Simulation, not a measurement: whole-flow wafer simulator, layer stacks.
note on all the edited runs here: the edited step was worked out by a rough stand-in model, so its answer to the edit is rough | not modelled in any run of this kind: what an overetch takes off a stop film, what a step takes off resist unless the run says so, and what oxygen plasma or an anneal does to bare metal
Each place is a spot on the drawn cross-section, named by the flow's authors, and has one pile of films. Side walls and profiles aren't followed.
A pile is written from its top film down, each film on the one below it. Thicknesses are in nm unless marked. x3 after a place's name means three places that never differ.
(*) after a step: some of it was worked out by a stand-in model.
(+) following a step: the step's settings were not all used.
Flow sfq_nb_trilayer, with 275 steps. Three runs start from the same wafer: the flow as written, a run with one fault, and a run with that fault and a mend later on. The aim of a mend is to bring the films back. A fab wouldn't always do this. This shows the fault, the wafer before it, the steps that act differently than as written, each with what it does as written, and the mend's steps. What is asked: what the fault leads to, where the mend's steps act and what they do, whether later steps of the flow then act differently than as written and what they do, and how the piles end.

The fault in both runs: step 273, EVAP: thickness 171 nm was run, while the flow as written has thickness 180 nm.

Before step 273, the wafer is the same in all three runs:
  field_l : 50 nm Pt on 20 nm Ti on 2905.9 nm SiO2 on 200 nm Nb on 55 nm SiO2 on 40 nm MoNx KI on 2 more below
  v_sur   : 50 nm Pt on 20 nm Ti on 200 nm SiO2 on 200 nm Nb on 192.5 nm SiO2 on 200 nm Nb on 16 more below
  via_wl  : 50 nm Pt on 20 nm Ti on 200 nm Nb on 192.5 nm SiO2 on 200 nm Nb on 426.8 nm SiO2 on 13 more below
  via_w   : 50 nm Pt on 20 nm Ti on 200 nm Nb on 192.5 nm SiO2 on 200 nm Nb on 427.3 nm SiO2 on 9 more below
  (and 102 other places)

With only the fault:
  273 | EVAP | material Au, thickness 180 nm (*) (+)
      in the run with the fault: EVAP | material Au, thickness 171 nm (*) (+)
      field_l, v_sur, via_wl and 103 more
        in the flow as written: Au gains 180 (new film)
        in the run with the fault: Au gains 171 (new film)
  Later steps of the flow acting differently than as written:
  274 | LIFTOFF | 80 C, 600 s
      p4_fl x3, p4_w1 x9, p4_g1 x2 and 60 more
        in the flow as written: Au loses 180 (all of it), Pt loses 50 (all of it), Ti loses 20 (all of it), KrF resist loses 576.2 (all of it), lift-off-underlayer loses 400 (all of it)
        in the run with the fault: Au loses 171 (all of it), Pt loses 50 (all of it), Ti loses 20 (all of it), KrF resist loses 576.2 (all of it), lift-off-underlayer loses 400 (all of it)
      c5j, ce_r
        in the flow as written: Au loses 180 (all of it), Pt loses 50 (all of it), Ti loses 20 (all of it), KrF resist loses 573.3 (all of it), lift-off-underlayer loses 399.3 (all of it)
        in the run with the fault: Au loses 171 (all of it), Pt loses 50 (all of it), Ti loses 20 (all of it), KrF resist loses 573.3 (all of it), lift-off-underlayer loses 399.3 (all of it)
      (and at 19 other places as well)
  At field_l, v_sur, via_wl and 8 more, the piles at the end differ from the flow's by more than 2% or 0.5 nm, whichever is larger.
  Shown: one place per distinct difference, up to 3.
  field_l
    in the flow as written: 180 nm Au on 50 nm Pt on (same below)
    in the run with the fault: 171 nm Au on 50 nm Pt on (same below)

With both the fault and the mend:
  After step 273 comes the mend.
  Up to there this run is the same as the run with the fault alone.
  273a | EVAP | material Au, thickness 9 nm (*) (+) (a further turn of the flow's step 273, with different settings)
      field_l, v_sur, via_wl and 103 more
        Au gains 9
  None of the later steps of the flow acts differently than as written at any place that is followed.
  The piles end the same as the flow's at every place that both follow.
